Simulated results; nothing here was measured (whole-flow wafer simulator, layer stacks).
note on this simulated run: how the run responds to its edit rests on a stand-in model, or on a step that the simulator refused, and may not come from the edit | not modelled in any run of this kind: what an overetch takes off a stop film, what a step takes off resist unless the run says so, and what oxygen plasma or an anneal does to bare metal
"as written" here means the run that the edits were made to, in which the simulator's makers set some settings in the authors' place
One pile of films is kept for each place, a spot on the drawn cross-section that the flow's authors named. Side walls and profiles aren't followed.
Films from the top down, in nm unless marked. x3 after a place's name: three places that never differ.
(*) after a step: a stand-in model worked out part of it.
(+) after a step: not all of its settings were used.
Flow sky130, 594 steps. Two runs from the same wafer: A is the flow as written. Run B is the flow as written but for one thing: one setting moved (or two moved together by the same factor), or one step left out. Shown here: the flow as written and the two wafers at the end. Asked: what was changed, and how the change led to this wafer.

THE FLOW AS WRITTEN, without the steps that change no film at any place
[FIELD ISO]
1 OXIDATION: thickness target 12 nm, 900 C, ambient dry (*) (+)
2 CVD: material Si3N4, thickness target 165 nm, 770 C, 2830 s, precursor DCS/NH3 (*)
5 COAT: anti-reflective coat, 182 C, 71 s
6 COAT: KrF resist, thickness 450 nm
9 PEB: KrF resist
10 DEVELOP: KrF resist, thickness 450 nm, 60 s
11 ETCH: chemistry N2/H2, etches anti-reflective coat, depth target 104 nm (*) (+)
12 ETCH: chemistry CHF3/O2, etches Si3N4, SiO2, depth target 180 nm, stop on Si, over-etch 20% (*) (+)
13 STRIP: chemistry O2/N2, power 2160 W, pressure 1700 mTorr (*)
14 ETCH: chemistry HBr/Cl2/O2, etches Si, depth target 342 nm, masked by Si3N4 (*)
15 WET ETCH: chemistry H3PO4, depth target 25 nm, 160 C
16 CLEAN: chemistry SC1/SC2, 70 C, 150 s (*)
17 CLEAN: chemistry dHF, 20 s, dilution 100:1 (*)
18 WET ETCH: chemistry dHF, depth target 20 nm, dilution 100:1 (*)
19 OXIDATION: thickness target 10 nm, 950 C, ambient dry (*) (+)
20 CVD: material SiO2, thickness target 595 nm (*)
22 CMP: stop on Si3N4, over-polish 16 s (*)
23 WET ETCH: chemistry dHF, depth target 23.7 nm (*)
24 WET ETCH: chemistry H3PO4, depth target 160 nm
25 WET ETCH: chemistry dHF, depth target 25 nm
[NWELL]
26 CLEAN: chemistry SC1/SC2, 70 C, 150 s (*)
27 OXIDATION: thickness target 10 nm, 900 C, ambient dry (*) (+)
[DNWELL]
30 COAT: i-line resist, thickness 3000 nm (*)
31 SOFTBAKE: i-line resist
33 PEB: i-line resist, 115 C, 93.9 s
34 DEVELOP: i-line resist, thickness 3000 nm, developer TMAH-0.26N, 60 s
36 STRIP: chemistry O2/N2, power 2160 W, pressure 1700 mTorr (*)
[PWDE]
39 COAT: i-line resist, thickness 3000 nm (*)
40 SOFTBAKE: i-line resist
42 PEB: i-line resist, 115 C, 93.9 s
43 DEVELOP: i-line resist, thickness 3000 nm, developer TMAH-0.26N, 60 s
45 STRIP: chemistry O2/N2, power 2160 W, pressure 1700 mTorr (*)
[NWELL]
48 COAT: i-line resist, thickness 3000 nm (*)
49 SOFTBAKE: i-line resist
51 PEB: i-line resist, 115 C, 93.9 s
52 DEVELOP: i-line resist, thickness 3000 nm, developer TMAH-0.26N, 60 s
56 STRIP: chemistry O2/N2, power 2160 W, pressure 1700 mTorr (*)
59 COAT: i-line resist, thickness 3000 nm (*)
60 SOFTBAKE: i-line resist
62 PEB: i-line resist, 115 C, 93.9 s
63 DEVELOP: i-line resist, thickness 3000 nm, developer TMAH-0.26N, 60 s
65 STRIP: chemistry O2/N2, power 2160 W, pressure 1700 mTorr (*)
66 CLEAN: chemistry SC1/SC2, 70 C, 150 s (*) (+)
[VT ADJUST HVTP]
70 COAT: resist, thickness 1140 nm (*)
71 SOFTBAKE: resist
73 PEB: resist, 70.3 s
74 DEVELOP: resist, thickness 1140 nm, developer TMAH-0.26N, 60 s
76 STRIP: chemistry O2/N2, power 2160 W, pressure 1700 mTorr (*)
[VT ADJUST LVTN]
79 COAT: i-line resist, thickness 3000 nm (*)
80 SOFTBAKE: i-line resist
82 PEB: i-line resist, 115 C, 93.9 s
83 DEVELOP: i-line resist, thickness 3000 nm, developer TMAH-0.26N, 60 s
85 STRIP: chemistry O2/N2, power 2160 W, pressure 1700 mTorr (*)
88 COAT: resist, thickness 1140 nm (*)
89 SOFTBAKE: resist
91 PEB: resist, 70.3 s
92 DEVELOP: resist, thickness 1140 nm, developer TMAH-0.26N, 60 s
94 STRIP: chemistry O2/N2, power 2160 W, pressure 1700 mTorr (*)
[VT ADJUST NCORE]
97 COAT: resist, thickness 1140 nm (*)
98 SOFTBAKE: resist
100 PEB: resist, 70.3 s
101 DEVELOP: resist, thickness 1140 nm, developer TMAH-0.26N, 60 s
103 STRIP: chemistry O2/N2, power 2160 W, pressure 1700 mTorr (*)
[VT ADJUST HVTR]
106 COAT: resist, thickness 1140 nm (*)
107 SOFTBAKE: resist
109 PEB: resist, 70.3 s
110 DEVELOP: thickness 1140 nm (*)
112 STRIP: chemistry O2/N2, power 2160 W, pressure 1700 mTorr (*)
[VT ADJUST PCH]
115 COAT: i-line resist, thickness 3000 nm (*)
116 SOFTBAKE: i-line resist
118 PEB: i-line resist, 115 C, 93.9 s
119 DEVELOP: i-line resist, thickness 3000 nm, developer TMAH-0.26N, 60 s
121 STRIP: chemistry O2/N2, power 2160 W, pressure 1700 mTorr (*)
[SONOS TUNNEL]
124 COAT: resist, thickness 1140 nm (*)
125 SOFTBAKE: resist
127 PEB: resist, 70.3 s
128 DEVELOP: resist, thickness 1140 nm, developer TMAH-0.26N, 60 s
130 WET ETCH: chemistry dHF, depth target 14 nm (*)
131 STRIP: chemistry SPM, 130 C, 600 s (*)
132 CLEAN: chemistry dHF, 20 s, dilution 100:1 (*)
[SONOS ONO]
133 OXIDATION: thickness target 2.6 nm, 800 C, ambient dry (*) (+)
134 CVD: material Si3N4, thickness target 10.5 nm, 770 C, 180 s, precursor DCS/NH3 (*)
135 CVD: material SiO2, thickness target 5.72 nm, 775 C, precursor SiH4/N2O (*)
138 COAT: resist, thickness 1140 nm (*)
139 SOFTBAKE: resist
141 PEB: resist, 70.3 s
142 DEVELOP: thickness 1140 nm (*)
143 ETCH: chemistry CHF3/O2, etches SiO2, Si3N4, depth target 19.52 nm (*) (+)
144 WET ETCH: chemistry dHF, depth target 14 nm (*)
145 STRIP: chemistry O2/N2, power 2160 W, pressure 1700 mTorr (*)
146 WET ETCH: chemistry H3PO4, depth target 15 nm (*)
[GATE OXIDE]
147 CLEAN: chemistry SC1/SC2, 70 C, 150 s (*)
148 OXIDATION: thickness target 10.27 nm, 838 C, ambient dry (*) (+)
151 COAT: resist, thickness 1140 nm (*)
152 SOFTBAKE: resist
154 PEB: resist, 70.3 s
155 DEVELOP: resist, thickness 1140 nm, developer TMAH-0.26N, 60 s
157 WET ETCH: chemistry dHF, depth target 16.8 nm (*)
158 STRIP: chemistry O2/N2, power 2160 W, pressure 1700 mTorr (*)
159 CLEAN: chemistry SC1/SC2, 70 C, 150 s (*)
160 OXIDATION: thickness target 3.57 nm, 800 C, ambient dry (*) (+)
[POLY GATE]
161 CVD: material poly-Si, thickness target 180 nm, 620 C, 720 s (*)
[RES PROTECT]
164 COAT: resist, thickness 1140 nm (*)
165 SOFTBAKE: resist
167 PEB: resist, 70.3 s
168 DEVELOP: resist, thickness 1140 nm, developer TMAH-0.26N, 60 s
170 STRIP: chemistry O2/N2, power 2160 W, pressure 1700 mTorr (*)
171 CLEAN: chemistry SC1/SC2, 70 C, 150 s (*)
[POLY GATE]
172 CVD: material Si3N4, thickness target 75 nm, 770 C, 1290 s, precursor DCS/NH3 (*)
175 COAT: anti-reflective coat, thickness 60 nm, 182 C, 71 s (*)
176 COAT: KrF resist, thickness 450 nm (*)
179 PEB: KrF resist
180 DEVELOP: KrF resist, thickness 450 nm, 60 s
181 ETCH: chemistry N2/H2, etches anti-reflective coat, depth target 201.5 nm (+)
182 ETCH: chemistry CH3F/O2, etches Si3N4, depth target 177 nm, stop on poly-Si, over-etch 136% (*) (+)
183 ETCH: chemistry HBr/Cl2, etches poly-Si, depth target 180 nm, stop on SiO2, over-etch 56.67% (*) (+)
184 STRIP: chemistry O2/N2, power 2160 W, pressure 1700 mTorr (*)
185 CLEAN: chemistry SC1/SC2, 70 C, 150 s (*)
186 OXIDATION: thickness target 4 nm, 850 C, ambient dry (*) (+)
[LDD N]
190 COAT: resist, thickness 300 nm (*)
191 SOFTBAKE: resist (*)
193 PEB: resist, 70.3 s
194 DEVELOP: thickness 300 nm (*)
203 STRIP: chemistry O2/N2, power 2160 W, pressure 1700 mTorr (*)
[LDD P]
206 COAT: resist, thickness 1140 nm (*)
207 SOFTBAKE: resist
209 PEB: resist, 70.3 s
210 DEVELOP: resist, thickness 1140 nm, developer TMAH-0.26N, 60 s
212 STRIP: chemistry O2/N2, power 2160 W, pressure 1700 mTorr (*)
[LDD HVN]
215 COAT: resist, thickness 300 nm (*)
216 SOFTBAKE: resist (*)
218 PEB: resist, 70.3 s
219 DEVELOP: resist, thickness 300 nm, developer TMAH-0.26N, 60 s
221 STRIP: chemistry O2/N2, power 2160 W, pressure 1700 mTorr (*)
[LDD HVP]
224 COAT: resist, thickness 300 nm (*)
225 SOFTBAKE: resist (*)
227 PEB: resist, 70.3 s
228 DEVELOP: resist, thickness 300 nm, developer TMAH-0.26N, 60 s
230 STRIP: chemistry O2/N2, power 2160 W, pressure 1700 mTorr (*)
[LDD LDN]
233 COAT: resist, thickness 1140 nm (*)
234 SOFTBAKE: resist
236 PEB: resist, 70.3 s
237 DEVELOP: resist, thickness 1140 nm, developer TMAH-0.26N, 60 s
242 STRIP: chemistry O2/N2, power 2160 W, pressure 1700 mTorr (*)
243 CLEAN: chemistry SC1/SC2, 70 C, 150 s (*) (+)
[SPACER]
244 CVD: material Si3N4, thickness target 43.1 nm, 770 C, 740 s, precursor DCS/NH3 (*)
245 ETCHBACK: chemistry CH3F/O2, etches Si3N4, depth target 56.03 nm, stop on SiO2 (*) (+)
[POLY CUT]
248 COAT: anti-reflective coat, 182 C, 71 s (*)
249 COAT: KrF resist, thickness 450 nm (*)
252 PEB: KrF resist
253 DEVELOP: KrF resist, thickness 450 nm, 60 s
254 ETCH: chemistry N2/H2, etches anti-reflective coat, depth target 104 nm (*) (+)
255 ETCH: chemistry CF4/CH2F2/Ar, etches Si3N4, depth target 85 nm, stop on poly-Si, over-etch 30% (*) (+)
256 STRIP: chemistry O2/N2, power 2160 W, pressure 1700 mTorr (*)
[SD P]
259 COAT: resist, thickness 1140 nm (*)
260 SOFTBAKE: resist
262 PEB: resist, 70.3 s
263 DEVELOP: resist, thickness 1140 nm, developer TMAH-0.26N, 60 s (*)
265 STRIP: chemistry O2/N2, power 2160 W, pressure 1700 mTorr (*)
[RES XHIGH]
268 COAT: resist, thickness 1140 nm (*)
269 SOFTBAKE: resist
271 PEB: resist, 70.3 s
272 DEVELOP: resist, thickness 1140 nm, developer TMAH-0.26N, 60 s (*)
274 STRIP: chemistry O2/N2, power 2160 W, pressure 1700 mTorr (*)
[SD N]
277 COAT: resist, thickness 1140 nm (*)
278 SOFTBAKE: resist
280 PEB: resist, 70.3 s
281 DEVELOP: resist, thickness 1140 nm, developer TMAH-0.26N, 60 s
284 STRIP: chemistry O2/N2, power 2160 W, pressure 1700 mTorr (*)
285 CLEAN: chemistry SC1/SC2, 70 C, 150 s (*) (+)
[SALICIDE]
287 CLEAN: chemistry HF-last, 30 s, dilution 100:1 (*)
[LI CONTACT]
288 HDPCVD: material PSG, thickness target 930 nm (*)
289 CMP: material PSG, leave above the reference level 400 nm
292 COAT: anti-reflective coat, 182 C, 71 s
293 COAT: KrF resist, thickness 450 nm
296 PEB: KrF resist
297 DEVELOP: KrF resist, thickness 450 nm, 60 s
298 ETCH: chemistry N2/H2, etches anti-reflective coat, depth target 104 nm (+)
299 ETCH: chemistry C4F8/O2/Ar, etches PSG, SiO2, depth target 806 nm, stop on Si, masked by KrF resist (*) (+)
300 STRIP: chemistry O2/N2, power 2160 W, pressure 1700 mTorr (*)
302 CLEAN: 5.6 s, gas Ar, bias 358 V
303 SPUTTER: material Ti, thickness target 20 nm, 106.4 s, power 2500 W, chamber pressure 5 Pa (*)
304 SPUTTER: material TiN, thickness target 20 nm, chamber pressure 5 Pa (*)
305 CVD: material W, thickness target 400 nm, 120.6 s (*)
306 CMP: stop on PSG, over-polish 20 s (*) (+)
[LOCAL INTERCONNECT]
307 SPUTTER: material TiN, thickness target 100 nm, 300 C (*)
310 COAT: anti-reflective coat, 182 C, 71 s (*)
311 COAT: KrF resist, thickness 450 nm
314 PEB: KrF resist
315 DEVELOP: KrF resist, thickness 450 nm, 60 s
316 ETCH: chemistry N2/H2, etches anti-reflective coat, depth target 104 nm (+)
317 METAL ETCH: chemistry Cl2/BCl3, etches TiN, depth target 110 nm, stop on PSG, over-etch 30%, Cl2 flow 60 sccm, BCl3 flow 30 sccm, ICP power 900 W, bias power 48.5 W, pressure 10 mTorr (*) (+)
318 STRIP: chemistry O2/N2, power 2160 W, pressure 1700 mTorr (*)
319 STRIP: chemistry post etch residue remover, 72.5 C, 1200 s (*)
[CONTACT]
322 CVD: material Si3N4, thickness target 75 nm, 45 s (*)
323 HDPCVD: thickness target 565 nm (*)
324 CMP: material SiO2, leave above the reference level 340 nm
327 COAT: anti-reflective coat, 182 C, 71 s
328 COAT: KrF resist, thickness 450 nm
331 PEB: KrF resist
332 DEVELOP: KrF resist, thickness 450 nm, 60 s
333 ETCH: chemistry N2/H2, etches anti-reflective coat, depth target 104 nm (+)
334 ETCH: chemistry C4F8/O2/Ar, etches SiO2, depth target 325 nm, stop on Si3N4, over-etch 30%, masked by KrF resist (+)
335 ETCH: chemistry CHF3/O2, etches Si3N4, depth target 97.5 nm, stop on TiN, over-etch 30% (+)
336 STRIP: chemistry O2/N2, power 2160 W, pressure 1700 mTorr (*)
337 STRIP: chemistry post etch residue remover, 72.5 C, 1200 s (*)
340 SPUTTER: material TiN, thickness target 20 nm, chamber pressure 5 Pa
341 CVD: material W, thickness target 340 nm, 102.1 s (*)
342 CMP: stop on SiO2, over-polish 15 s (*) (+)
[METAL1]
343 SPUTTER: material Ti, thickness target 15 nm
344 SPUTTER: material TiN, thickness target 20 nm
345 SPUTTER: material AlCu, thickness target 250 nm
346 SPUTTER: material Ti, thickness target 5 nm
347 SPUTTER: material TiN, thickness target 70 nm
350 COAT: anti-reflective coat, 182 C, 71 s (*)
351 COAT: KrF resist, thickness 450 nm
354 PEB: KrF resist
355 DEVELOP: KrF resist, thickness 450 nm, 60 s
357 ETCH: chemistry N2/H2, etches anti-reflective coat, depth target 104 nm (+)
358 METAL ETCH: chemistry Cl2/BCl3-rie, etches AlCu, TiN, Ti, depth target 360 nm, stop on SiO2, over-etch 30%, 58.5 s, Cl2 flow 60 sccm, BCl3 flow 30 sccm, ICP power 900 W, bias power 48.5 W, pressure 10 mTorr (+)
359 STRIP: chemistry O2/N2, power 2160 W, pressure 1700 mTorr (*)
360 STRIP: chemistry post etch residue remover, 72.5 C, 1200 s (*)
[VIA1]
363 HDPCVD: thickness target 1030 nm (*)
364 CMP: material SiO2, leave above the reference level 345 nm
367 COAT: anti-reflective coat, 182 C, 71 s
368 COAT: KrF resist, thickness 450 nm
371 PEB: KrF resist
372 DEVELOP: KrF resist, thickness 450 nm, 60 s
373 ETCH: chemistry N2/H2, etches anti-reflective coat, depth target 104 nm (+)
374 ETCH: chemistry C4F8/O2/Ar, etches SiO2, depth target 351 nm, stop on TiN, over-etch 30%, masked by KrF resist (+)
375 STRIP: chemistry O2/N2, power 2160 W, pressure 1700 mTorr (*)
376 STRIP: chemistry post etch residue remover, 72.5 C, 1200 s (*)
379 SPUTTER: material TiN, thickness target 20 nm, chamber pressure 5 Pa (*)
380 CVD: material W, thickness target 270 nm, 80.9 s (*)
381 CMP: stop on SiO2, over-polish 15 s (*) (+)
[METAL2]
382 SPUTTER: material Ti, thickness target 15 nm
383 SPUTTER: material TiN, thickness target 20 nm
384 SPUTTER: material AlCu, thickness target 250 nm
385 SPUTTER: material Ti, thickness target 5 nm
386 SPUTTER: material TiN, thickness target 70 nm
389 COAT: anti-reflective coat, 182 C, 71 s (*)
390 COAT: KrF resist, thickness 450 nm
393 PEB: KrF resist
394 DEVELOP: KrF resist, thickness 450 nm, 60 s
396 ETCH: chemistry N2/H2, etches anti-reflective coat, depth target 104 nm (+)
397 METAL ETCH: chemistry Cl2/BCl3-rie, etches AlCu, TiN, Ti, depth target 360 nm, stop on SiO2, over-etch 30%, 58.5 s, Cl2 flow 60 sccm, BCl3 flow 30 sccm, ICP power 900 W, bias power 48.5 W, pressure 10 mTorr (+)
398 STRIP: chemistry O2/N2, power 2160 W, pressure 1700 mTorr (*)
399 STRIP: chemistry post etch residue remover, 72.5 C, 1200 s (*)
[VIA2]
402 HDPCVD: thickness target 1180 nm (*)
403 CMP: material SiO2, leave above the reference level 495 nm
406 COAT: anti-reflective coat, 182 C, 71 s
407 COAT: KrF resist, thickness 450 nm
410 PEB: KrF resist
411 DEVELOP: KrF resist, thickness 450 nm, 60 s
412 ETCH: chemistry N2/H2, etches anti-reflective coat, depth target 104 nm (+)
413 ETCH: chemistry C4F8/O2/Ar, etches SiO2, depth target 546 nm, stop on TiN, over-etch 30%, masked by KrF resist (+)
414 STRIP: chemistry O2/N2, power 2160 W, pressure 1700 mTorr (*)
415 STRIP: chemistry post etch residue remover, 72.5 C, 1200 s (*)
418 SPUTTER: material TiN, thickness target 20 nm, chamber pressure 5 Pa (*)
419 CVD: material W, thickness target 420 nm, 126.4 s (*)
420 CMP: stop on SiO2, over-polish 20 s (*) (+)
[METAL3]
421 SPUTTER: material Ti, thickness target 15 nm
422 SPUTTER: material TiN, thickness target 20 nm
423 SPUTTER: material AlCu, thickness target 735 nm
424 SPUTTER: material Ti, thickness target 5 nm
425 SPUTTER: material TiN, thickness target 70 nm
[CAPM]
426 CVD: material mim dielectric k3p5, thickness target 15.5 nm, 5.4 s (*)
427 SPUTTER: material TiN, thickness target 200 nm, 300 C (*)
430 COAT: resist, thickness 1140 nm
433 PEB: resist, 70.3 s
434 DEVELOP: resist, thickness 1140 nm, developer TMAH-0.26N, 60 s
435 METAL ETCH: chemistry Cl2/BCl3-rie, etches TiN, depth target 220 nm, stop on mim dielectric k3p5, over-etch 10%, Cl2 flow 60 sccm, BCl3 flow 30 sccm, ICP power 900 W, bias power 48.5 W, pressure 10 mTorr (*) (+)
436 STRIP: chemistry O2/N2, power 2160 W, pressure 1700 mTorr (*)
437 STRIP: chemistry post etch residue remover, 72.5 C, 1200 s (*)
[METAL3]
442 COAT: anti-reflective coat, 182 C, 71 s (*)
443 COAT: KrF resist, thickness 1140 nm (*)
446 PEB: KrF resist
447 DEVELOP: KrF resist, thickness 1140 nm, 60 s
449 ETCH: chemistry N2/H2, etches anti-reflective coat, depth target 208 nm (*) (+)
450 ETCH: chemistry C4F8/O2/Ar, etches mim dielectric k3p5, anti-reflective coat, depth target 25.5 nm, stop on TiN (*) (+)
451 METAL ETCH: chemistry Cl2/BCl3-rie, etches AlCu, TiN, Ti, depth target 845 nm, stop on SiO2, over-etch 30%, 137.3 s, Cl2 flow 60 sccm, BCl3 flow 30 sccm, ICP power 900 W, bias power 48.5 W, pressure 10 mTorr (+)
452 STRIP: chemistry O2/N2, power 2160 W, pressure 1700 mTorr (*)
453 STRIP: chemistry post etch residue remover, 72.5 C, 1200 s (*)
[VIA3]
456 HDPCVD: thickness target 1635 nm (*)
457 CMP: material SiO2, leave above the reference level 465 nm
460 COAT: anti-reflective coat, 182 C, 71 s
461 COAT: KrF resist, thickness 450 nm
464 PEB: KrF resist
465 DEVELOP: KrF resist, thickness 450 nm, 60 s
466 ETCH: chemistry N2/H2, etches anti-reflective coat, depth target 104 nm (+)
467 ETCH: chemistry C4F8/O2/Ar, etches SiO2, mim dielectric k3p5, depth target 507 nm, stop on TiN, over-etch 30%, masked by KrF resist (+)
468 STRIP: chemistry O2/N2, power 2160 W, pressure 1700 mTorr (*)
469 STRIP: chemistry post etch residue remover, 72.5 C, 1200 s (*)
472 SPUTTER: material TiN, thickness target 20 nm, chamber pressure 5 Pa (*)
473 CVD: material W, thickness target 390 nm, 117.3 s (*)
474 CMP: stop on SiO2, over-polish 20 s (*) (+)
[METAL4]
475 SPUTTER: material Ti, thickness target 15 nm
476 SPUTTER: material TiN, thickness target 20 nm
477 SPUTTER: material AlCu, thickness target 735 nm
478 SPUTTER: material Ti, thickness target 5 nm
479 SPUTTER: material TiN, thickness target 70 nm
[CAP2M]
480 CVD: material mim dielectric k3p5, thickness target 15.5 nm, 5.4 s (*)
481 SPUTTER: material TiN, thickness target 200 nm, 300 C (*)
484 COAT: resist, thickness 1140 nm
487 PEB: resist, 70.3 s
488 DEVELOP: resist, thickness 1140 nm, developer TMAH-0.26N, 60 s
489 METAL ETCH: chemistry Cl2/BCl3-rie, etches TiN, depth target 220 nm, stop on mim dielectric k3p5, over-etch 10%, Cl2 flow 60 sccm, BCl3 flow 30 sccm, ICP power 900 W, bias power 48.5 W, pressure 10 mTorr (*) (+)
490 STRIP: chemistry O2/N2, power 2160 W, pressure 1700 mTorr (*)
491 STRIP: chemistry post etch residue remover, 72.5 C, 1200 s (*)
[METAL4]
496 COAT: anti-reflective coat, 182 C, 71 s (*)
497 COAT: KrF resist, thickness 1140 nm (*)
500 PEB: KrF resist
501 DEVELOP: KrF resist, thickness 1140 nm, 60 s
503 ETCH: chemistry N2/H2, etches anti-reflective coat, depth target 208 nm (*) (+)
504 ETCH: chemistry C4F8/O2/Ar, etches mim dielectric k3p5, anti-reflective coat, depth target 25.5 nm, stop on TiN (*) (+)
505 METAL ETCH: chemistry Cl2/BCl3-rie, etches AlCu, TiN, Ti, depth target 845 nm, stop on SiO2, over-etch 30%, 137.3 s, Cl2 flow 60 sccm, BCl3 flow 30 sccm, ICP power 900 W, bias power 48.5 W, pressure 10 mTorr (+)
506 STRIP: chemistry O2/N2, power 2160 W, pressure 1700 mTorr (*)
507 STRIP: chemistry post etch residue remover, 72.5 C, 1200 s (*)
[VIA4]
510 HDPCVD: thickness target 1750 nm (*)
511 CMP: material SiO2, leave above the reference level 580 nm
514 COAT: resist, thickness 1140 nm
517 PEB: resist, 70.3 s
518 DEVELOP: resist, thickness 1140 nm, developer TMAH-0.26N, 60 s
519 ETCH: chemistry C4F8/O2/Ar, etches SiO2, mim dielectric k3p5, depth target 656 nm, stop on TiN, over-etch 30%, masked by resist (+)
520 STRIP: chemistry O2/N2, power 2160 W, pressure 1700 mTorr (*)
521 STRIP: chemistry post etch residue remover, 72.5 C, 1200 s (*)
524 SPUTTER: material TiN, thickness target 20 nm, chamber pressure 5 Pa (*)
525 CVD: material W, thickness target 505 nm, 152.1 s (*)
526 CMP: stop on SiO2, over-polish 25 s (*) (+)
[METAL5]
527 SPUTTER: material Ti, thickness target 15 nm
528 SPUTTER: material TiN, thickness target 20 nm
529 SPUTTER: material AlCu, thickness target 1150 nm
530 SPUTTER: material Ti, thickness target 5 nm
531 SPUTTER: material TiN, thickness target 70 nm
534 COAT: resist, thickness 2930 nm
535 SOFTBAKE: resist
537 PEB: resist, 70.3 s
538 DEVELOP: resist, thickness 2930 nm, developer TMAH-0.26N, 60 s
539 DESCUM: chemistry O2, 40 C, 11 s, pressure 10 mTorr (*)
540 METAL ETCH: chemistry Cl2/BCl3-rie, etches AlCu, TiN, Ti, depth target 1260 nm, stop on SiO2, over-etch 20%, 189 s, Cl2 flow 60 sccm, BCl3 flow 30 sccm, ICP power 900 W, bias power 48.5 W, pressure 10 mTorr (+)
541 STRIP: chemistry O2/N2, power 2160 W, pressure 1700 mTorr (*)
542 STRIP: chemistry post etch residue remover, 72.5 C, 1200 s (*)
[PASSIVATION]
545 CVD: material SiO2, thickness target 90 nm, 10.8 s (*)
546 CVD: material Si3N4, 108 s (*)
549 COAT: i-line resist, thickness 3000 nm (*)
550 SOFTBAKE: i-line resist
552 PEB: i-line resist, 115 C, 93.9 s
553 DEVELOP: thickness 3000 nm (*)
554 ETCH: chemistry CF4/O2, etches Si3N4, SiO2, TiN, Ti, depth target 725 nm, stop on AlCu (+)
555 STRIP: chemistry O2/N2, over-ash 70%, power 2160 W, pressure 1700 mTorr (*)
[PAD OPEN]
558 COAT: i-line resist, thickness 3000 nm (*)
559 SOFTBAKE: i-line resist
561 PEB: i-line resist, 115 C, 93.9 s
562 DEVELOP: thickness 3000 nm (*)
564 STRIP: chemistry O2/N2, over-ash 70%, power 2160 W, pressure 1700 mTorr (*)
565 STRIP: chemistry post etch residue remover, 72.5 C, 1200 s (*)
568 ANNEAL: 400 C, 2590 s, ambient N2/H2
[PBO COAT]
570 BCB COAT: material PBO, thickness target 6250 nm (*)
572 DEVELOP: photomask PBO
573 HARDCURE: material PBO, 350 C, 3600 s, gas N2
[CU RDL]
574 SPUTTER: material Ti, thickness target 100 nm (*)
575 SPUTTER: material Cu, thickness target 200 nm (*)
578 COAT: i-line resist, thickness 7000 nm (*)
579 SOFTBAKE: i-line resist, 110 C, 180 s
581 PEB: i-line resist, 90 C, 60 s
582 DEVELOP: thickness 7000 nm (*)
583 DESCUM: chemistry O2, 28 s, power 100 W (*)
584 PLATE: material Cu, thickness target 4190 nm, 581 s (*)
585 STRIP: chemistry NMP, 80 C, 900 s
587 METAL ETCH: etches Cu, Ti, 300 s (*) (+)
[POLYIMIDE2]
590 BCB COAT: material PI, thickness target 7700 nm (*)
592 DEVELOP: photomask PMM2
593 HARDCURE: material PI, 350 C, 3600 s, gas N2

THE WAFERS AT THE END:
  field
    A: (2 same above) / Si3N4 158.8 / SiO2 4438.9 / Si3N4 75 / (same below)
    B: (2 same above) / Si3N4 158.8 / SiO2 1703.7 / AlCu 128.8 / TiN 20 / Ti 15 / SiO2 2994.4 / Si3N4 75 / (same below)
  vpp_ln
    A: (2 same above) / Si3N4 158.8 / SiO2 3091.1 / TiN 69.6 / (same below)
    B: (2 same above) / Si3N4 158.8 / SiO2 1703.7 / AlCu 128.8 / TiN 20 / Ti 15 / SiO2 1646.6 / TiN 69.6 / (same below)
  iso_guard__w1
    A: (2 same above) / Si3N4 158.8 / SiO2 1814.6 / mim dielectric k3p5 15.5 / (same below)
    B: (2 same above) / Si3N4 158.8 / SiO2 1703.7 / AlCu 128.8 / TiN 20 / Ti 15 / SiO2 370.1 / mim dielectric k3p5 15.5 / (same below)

The cause: step 477, SPUTTER: thickness target 1158 nm was run, where the flow has thickness target 735 nm.

How the change led to this, step by step:
  477 SPUTTER: material AlCu, thickness target 735 nm
      field, active, n_well and 189 more: A AlCu +735 (new film) | B AlCu +1158 (new film)
  505 METAL ETCH: chemistry Cl2/BCl3-rie, etches AlCu, TiN, Ti, depth target 845 nm, stop on SiO2, over-etch 30%, 137.3 s, Cl2 flow 60 sccm, BCl3 flow 30 sccm, ICP power 900 W, bias power 48.5 W, pressure 10 mTorr (+)
      field, gate, spacer and 68 more: A TiN -70 (all of it), Ti -5 (all of it), AlCu -735 (all of it), TiN -20 (all of it), Ti -15 (all of it), SiO2 -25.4 | B TiN -70 (all of it), Ti -5 (all of it), AlCu -1023.5
      active, vpp_iso1, mim_edge_plate and 14 more: A TiN -70 (all of it), Ti -5 (all of it), AlCu -735 (all of it), TiN -20 (all of it), Ti -15 (all of it), SiO2 -25.3 | B TiN -70 (all of it), Ti -5 (all of it), AlCu -1023.5
  507 STRIP: chemistry post etch residue remover, 72.5 C, 1200 s (*)
      field, active, gate and 85 more: A nothing | B AlCu -5.72
  510 HDPCVD: thickness target 1750 nm (*)
      field, active, gate and 85 more: A SiO2 +1750 | B SiO2 +1750 (new film)
  511 CMP: material SiO2, leave above the reference level 580 nm
      field, active, gate and 77 more: A SiO2 -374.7 | B SiO2 -140.8
      iso_guard__w1, mim_edge_gap, vpp_l1ln, vpp_m3ln, rpm_encl, via2_enc, rpm_encl_psd, iso_guard_nsd_tip: A SiO2 -374.6 | B SiO2 -140.8
Counting metal films that touch as one body, field has 1 body; the flow as written gives 0 bodies.
Counting metal films that touch as one body, vpp_ln has 3 bodies (between them, from the top down: SiO2 1646.6; SiO2 267.2); the flow as written gives 2 bodies (between them, from the top down: SiO2 267.2).
Counting metal films that touch as one body, iso_guard__w1 has 2 bodies (between them, from the top down: SiO2 370.1 / mim dielectric k3p5 15.5); the flow as written gives 1 body.
